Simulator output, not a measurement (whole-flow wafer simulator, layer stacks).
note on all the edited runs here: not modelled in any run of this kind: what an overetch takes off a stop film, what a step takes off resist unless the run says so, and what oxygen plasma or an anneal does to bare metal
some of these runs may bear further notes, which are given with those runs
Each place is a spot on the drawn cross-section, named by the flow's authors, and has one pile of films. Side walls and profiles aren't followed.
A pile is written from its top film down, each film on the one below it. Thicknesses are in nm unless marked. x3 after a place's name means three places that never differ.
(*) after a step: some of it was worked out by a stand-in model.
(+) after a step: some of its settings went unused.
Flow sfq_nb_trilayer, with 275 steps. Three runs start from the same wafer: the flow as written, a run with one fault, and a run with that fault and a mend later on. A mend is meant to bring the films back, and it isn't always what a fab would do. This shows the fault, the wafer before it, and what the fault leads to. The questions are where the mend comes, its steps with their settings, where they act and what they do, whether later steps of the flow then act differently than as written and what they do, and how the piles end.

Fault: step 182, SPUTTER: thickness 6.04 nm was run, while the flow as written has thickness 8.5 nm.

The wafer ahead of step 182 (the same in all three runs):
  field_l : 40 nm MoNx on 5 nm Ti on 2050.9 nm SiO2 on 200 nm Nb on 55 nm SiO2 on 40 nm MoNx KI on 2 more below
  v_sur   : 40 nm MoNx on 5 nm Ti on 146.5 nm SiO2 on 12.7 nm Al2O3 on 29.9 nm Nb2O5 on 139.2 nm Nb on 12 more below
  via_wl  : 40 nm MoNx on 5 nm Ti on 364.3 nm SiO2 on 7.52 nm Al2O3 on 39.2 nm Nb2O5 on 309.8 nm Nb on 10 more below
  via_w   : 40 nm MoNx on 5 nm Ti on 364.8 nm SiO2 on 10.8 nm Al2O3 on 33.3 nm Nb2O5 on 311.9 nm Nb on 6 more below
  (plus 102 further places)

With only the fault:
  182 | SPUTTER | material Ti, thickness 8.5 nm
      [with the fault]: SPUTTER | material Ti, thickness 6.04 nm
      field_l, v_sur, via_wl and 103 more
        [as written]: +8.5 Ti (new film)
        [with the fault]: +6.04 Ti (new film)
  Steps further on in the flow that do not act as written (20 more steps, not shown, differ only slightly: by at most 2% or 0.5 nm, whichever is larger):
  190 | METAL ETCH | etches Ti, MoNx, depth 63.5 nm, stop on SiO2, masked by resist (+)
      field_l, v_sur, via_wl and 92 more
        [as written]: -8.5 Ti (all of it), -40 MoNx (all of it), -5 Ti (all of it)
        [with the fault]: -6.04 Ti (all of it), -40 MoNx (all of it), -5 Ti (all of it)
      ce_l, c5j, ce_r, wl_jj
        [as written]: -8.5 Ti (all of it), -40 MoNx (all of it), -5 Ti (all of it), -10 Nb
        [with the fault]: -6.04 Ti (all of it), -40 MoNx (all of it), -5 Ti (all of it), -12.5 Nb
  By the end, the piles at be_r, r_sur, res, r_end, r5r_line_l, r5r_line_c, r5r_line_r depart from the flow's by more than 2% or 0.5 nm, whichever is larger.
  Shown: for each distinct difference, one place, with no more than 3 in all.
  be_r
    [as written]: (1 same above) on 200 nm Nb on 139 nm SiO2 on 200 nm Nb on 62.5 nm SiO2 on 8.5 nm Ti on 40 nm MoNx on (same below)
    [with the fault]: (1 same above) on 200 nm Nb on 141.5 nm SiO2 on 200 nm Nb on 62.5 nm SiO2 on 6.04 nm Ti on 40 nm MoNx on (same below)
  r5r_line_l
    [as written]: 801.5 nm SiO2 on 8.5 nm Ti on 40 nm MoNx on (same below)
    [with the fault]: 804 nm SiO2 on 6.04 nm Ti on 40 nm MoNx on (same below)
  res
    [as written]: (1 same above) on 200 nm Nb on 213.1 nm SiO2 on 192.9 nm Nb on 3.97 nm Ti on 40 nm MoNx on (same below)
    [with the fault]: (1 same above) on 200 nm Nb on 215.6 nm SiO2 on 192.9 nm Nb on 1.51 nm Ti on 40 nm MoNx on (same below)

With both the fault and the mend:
  The mend follows step 188.
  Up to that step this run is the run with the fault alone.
  188a | STRIP | over-ash 65%, gas O2, power 200 W (*)
      field_l, v_sur, via_wl and 96 more
        -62 anti-reflective coat (all of it)
      be_r, r_sur, res, r_end, r5r_line_l, r5r_line_c, r5r_line_r
        -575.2 KrF resist (all of it), -62 anti-reflective coat (all of it)
  188b | SPUTTER | material Ti, thickness 2.46 nm (the flow's step 182 again, with other settings)
      field_l, v_sur, via_wl and 103 more
        +2.46 Ti
  188c | COAT | anti-reflective coat, thickness 62 nm (the flow's step 183 again)
      field_l, v_sur, via_wl and 103 more
        +62 anti-reflective coat (new film)
  188d | COAT | KrF resist, thickness 600 nm (the flow's step 184 again)
      field_l, v_sur, via_wl and 103 more
        +600 KrF resist (new film)
  188e | SOFTBAKE | KrF resist (the flow's step 185 again)
      does not change any film at any place that is followed
  188f | EXPOSE | photomask R5, dose 12.12 mJ/cm2, NA 0.6, wavelength 248 nm (*) (the flow's step 186 again)
      does not change any film at any place that is followed
  188g | PEB | KrF resist, 90 s (the flow's step 187 again)
      field_l, v_sur, via_wl and 103 more
        -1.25 KrF resist
  188h | DEVELOP | KrF resist, thickness 600 nm, 60 s (the flow's step 188 again)
      field_l, v_sur, via_wl and 96 more
        -598.7 KrF resist (all of it)
      be_r, r_sur, res, r_end, r5r_line_l, r5r_line_c, r5r_line_r
        -23.5 KrF resist
  None of the later steps of the flow acts differently than as written at any place that is followed.
  By the end, the piles equal the flow's at every place that both follow.
